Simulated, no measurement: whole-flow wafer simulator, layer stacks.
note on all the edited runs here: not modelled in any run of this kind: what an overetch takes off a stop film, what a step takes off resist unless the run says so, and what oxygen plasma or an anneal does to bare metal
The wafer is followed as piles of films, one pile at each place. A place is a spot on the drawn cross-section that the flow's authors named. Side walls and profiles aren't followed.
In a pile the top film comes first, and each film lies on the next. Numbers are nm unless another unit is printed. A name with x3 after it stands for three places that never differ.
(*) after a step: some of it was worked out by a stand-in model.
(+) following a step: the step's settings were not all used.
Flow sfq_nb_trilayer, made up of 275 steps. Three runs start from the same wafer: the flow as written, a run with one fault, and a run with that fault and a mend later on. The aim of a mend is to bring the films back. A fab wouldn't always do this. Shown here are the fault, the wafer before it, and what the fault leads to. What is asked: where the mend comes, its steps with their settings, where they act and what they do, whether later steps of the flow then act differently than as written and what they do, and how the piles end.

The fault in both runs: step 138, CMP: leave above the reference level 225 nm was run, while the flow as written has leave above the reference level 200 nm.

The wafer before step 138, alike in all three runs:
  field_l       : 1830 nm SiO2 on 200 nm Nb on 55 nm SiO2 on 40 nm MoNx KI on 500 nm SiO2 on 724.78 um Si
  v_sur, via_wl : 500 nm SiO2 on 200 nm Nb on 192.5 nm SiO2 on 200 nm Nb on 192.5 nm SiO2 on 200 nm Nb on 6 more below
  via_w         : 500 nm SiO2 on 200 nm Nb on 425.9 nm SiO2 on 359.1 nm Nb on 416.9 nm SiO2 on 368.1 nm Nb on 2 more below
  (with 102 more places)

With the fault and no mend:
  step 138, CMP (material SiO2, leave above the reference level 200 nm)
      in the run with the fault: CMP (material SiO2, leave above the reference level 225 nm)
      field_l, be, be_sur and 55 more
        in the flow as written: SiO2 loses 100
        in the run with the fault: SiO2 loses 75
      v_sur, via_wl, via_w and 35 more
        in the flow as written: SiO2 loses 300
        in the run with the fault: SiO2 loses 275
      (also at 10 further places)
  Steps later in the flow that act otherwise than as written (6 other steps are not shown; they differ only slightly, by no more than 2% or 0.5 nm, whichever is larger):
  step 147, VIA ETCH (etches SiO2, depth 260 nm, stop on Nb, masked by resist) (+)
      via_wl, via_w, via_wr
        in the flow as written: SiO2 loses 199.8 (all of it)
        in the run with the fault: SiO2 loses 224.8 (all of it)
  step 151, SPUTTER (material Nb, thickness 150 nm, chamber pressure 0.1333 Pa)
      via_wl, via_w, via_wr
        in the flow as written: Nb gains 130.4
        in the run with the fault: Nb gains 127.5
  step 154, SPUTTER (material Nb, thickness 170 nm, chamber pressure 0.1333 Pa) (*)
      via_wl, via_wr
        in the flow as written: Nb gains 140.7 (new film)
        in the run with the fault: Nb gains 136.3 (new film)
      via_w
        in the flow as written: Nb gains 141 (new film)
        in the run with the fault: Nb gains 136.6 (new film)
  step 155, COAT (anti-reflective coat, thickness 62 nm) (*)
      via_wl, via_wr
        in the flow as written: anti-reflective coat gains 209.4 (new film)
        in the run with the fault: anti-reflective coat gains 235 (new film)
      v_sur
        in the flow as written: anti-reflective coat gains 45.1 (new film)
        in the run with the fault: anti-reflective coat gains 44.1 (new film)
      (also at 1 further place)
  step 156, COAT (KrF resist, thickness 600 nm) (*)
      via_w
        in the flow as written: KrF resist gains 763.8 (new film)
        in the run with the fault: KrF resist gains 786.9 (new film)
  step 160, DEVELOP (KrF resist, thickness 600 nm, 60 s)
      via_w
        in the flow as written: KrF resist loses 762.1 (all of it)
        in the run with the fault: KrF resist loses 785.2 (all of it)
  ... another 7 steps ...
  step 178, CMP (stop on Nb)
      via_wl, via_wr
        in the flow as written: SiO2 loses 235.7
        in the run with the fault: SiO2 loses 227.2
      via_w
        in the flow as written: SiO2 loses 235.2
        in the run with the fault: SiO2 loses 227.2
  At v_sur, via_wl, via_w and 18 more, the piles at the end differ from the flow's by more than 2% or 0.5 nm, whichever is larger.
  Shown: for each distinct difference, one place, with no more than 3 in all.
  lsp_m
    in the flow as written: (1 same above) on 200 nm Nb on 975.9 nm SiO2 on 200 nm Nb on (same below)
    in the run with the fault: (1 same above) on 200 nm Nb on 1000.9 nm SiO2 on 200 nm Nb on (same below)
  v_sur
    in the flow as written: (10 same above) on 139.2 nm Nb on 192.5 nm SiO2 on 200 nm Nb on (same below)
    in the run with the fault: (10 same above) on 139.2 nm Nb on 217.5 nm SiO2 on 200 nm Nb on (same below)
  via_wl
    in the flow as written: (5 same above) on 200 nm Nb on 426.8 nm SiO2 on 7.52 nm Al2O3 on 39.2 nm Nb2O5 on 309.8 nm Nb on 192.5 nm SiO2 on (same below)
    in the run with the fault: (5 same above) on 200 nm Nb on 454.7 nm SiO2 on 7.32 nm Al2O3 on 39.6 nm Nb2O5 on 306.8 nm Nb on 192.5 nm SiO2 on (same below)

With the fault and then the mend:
  The mend follows step 145.
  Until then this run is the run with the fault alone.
  step 145a, STRIP (over-ash 65%, gas O2, power 200 W) (*)
      field_l, v_sur, via_sp and 100 more
        KrF resist loses 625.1 (all of it), anti-reflective coat loses 62 (all of it)
      via_wl, via_w, via_wr
        anti-reflective coat loses 62 (all of it)
  step 145b, CMP (material SiO2, leave above the reference level 200 nm) (the flow's step 138 again)
      field_l, v_sur, via_wl and 103 more
        SiO2 loses 25
  step 145c, COAT (anti-reflective coat, thickness 62 nm) (the flow's step 140 again)
      field_l, v_sur, via_wl and 103 more
        anti-reflective coat gains 62 (new film)
  step 145d, COAT (KrF resist, thickness 650 nm) (the flow's step 141 again)
      field_l, v_sur, via_wl and 103 more
        KrF resist gains 650 (new film)
  step 145e, SOFTBAKE (KrF resist) (the flow's step 142 again)
      alters no film at any place that is followed
  step 145f, EXPOSE (photomask I4, dose 11.93 mJ/cm2, NA 0.6, wavelength 248 nm) (*) (the flow's step 143 again)
      alters no film at any place that is followed
  step 145g, PEB (KrF resist, 90 s) (the flow's step 144 again)
      field_l, v_sur, via_wl and 103 more
        KrF resist loses 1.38
  step 145h, DEVELOP (KrF resist, thickness 650 nm, 60 s) (the flow's step 145 again)
      field_l, v_sur, via_sp and 100 more
        KrF resist loses 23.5
      via_wl, via_w, via_wr
        KrF resist loses 648.6 (all of it)
  Later steps of the flow that are run all act as written at every place that is followed.
  By the end, the piles equal the flow's at every place that both follow.
